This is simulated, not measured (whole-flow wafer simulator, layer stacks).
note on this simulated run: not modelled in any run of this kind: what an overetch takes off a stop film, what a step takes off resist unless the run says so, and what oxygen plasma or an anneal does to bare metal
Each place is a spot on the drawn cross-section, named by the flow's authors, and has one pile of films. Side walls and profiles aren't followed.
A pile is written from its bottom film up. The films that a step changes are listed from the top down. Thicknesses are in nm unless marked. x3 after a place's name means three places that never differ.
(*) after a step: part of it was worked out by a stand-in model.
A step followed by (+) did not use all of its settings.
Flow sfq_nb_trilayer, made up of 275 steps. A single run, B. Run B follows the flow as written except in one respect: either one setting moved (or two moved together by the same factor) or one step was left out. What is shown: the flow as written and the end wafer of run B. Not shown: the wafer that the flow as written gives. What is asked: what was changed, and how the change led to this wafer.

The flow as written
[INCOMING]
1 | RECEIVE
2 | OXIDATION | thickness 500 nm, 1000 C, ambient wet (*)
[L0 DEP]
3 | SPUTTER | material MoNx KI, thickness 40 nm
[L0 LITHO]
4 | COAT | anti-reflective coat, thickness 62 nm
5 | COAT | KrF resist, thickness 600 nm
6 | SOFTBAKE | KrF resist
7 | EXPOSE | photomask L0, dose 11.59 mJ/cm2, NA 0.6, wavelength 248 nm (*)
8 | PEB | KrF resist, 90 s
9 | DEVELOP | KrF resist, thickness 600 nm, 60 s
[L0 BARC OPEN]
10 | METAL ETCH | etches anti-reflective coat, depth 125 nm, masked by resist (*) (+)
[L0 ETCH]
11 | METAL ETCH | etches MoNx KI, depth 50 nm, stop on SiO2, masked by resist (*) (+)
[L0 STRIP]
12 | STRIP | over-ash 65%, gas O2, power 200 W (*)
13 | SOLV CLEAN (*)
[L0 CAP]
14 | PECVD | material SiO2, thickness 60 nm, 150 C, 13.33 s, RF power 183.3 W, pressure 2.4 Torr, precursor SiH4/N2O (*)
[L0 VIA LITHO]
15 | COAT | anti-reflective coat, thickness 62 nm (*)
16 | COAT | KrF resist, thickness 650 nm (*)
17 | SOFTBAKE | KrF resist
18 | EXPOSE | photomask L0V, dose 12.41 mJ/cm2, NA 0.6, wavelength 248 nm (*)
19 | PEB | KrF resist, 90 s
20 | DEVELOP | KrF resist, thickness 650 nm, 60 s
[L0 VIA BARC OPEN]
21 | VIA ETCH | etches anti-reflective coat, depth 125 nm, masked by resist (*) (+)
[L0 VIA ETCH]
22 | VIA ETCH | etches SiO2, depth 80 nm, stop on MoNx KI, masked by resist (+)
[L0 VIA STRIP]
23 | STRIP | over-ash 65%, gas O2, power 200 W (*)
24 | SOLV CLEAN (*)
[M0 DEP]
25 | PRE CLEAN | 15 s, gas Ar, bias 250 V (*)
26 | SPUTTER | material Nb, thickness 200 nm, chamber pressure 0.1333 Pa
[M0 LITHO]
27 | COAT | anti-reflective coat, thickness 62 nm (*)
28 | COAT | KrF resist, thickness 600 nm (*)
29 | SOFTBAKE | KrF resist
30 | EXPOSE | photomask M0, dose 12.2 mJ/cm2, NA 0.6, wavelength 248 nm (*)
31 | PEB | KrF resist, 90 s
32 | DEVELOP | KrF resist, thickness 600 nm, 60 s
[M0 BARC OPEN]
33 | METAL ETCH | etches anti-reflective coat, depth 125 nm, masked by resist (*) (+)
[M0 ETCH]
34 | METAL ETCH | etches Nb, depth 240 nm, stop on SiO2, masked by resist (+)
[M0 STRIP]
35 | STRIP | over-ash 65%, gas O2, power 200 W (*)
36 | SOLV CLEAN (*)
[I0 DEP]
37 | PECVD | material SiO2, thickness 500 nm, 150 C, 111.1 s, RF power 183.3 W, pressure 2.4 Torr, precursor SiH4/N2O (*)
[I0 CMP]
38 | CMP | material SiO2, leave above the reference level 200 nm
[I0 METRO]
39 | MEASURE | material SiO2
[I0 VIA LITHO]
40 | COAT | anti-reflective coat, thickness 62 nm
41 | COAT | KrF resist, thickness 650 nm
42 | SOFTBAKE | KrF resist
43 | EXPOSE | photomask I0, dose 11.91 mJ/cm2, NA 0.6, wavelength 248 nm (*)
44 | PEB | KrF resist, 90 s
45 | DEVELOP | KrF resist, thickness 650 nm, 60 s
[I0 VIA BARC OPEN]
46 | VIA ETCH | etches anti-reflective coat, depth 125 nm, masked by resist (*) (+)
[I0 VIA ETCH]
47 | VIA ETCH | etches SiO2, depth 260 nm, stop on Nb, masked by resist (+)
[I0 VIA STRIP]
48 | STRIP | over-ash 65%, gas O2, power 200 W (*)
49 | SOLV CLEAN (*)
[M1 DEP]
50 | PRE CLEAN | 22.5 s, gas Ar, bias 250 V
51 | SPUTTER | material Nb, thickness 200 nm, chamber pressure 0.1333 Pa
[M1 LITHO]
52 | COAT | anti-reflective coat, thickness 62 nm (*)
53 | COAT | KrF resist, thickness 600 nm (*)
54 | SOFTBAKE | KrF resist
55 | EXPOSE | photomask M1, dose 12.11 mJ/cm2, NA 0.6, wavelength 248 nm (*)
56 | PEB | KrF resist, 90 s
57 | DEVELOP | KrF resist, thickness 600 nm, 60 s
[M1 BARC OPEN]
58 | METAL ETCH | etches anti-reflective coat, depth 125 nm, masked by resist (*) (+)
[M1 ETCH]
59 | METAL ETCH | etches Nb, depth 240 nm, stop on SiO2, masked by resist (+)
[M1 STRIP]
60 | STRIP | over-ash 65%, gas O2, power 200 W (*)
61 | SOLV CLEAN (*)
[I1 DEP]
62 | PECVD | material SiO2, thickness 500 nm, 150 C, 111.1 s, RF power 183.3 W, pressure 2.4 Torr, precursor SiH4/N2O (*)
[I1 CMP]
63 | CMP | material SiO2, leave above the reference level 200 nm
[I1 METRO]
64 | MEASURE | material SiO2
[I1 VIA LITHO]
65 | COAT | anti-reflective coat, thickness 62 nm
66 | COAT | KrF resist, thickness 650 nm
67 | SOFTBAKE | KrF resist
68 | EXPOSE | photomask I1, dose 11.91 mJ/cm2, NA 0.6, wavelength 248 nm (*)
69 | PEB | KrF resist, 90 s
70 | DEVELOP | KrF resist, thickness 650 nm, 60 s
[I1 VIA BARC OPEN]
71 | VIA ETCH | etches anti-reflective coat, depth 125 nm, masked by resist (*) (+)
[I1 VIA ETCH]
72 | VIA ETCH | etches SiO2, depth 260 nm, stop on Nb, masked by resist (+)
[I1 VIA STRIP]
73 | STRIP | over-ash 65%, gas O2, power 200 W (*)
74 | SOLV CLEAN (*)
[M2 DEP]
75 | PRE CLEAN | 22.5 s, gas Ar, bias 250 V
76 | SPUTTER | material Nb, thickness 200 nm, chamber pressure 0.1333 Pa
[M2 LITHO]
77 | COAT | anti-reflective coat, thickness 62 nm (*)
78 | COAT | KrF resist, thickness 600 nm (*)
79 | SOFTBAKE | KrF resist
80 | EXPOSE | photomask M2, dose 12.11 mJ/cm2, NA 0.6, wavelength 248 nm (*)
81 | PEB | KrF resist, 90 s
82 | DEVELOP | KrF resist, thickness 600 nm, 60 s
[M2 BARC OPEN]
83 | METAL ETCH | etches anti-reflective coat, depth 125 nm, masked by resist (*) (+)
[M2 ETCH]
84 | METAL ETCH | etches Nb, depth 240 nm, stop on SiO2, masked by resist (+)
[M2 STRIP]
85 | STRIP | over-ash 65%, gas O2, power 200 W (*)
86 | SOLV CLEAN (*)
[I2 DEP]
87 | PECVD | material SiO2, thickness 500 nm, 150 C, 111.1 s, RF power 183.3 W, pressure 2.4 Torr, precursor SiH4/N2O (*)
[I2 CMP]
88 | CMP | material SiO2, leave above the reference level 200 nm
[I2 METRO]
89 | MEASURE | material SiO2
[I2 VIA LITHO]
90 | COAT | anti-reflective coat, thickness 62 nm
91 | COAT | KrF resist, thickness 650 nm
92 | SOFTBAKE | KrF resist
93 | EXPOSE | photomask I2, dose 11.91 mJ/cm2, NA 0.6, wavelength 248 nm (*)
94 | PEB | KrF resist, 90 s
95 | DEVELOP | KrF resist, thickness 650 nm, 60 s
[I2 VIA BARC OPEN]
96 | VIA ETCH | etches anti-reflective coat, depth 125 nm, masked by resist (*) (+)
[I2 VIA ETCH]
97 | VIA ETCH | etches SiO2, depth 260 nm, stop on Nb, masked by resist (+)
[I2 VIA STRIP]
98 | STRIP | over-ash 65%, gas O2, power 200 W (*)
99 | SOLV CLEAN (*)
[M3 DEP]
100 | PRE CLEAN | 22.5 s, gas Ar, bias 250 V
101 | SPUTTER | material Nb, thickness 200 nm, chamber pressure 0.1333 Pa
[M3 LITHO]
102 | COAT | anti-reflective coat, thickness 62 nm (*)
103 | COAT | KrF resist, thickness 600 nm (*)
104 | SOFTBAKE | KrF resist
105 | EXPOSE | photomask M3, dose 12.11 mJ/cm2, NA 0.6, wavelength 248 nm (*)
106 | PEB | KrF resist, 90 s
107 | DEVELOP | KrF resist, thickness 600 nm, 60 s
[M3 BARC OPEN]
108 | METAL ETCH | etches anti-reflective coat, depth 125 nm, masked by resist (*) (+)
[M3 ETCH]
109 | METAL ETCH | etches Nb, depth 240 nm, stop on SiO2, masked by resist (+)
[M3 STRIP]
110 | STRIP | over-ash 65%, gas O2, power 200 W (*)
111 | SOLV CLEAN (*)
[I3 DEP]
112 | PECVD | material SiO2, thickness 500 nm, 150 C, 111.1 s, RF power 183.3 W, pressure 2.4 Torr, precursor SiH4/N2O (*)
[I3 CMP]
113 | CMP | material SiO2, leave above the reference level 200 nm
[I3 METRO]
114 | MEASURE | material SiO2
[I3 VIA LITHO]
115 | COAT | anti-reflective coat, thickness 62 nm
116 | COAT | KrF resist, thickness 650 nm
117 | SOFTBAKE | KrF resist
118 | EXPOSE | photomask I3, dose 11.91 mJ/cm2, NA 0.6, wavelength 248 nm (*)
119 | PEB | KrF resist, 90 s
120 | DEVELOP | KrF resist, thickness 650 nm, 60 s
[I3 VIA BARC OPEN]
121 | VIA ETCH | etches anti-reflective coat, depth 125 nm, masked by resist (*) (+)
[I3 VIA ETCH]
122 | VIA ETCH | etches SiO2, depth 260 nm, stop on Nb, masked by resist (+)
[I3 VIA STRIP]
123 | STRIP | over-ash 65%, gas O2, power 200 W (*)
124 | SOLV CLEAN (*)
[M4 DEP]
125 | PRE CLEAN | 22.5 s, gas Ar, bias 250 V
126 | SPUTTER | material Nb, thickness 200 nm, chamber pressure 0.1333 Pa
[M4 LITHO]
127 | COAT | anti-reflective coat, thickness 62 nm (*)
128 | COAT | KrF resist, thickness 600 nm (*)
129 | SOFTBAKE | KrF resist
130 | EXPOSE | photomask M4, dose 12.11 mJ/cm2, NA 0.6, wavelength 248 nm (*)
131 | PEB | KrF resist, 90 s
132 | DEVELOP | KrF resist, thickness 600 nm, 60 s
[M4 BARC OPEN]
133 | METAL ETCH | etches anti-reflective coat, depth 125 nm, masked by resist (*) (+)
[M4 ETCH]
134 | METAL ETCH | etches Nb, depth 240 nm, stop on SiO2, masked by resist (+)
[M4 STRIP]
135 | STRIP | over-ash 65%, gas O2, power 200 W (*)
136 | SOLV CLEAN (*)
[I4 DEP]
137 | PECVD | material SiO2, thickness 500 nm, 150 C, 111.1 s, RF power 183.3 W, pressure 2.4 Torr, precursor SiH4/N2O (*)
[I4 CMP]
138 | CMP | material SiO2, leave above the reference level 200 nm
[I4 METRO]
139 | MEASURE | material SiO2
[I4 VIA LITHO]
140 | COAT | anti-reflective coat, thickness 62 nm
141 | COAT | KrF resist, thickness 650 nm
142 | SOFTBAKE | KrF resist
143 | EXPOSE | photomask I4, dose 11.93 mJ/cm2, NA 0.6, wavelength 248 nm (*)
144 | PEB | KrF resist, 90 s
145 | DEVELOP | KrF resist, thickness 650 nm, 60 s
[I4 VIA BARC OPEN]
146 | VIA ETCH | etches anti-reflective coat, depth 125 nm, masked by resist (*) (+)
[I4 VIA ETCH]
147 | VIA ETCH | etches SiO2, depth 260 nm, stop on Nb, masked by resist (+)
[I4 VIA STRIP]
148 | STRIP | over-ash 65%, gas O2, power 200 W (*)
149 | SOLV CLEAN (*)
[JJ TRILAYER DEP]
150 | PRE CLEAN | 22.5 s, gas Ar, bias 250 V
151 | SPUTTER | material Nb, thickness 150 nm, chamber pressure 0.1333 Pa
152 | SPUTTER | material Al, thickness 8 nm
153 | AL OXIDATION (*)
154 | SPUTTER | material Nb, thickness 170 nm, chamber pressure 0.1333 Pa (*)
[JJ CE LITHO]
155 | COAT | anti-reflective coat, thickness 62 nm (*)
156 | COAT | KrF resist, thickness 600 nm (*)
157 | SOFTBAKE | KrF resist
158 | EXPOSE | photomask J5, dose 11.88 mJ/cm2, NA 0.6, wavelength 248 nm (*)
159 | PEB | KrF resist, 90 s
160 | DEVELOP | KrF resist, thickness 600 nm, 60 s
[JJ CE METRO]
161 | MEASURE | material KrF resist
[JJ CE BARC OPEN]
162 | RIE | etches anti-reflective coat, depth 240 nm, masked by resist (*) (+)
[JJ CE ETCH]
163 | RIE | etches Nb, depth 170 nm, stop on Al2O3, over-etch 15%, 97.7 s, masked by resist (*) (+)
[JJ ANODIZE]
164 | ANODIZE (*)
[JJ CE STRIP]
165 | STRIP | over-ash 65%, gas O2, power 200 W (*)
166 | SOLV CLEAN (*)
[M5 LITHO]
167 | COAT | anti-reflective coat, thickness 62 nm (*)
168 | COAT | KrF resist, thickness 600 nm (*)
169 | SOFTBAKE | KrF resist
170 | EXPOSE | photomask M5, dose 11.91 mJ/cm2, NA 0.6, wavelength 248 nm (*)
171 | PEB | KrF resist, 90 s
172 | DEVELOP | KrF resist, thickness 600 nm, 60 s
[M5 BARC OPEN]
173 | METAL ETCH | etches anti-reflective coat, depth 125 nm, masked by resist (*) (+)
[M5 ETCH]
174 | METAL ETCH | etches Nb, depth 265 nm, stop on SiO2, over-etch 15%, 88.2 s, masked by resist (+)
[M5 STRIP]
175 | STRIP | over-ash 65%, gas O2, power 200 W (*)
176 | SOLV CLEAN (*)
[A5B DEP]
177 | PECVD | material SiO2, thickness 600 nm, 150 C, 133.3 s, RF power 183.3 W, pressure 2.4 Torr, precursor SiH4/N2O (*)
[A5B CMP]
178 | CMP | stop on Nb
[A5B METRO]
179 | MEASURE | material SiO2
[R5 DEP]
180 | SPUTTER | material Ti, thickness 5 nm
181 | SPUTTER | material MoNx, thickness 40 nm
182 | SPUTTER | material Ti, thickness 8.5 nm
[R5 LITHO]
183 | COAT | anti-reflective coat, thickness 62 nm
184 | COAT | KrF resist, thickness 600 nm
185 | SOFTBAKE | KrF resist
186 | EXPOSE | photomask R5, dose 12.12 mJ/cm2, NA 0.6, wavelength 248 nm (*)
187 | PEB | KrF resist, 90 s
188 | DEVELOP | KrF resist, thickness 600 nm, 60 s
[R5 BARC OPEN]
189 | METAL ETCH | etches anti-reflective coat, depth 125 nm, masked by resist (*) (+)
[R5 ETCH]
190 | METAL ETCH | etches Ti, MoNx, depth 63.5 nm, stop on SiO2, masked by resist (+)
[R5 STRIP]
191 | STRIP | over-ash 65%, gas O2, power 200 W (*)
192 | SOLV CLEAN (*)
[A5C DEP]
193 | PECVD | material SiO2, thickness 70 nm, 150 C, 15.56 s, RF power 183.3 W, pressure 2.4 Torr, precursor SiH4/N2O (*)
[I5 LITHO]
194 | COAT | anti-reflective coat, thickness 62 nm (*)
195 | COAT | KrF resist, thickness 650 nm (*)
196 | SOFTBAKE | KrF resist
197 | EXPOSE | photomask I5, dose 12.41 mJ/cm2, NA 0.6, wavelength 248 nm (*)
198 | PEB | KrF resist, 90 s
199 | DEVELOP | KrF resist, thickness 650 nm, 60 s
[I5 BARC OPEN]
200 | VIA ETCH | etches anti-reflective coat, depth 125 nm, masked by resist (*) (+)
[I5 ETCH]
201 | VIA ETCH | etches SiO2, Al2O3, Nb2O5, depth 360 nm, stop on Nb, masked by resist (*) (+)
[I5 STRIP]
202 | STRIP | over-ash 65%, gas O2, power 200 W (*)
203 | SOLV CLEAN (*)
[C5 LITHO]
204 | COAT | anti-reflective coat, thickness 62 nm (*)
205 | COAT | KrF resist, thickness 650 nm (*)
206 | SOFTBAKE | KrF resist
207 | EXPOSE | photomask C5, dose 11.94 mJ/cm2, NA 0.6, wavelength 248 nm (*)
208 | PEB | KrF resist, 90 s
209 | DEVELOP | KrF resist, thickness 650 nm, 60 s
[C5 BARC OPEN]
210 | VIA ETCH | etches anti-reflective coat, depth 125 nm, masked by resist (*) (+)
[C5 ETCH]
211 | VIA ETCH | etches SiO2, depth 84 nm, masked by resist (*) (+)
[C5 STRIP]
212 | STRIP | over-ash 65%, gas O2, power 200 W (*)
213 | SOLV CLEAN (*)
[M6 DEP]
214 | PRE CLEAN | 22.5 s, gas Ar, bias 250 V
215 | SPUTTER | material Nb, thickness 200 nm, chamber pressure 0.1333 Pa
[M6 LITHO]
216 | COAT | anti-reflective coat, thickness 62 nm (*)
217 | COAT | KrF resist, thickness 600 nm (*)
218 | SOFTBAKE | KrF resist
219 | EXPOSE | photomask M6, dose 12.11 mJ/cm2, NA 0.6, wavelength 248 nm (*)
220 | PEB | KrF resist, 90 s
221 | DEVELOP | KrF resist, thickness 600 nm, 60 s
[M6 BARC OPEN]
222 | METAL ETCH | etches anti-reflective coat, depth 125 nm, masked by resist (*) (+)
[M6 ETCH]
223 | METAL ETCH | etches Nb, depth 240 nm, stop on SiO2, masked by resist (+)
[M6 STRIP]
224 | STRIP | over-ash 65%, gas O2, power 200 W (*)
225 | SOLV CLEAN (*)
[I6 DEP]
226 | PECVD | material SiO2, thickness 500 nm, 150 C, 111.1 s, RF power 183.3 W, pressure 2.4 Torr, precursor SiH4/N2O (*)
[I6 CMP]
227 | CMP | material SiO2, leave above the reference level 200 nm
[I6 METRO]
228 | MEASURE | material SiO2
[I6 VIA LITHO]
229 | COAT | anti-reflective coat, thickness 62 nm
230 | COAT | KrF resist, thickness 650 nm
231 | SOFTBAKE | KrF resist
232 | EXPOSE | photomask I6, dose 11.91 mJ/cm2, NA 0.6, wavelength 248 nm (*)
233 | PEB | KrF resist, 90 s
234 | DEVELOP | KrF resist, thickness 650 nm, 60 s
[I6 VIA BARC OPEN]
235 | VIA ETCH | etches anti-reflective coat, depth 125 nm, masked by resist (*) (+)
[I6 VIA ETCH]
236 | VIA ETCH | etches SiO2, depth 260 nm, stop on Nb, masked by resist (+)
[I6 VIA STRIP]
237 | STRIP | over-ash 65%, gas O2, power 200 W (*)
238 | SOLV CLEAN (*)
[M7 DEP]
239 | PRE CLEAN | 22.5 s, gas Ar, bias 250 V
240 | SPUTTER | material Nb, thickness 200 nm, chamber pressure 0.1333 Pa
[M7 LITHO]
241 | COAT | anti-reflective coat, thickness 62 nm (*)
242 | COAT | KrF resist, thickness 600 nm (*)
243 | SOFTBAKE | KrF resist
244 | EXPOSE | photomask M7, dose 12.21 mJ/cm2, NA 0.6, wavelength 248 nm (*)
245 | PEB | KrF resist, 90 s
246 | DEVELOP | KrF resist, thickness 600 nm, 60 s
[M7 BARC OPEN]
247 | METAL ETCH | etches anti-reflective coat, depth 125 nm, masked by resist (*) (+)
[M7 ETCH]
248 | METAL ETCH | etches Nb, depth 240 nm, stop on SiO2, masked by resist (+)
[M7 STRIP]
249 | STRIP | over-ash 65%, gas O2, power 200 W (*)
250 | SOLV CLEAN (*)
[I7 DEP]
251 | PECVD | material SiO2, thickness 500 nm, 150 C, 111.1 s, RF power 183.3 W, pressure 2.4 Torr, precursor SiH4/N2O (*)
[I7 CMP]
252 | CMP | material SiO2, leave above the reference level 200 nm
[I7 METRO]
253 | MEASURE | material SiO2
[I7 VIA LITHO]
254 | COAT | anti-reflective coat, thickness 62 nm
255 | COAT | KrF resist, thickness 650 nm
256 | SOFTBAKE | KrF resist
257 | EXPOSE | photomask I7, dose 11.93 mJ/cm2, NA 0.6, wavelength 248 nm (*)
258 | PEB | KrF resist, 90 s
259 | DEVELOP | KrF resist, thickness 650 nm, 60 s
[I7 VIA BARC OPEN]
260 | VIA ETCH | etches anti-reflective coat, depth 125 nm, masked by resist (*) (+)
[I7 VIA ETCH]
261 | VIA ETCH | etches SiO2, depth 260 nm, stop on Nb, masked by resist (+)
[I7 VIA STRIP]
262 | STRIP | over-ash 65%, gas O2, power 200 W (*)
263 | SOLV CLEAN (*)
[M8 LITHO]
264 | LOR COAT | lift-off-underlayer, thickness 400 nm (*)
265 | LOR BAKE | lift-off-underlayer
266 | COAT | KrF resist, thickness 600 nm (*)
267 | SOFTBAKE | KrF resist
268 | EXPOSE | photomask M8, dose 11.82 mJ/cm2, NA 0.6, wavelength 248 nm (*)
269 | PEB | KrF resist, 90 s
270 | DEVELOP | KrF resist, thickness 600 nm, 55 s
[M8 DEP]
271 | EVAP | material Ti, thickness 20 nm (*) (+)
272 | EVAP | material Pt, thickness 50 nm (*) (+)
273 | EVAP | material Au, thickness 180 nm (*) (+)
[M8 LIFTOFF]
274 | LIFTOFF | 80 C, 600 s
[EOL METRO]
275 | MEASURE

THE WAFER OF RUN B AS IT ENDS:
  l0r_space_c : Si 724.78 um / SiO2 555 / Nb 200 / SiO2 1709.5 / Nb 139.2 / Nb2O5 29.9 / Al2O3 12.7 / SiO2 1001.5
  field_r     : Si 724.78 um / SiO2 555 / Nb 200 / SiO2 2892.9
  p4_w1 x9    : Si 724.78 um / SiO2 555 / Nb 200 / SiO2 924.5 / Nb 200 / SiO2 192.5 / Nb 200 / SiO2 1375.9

The reason: step 51, SPUTTER: thickness 147 nm was run, though the flow has thickness 200 nm.

How this came from the change, step by step:
  51 | SPUTTER | material Nb, thickness 200 nm, chamber pressure 0.1333 Pa
      field_l, v_sur, via_wl and 102 more: +147 Nb (new film) (it would be, as written: +200 Nb (new film))
      via_w: +128.9 Nb (it would be, as written: +174.5 Nb)
  52 | COAT | anti-reflective coat, thickness 62 nm (*)
      via_wl: +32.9 anti-reflective coat (new film) (it would be, as written: +33.8 anti-reflective coat (new film))
      via_w: +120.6 anti-reflective coat (new film) (it would be, as written: +123.1 anti-reflective coat (new film))
      (as well as at 1 more place)
  59 | METAL ETCH | etches Nb, depth 240 nm, stop on SiO2, masked by resist (+)
      field_l, be, be_sur and 79 more: -147 Nb (all of it) (it would be, as written: -200 Nb (all of it))
      v_sur, via_wl, via_w and 21 more: -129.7 KrF resist (it would be, as written: -141.2 KrF resist)
  60 | STRIP | over-ash 65%, gas O2, power 200 W (*)
      wl_j_sl, wl_jj, wl_j_sr and 13 more: -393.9 KrF resist (all of it), -62 anti-reflective coat (all of it) (it would be, as written: -382.4 KrF resist (all of it), -62 anti-reflective coat (all of it))
      v_sur: -377.8 KrF resist (all of it), -60.9 anti-reflective coat (all of it) (it would be, as written: -365.9 KrF resist (all of it), -61.1 anti-reflective coat (all of it))
      (as well as at 7 more places)
  62 | PECVD | material SiO2, thickness 500 nm, 150 C, 111.1 s, RF power 183.3 W, pressure 2.4 Torr, precursor SiH4/N2O (*)
      wl_d_sl, wl_d_sr: +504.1 SiO2 (it would be, as written: +557.1 SiO2)
      via_w: +592.9 SiO2 (new film) (it would be, as written: +606 SiO2 (new film))
  63 | CMP | material SiO2, leave above the reference level 200 nm
      field_l, be, be_sur and 72 more: -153 SiO2 (it would be, as written: -100 SiO2)
      lsp_m, ln_m6, lsp_r, l0_sur, l0v: -153 SiO2 (it would be, as written: -94.9 SiO2)
      (as well as at 1 more place)
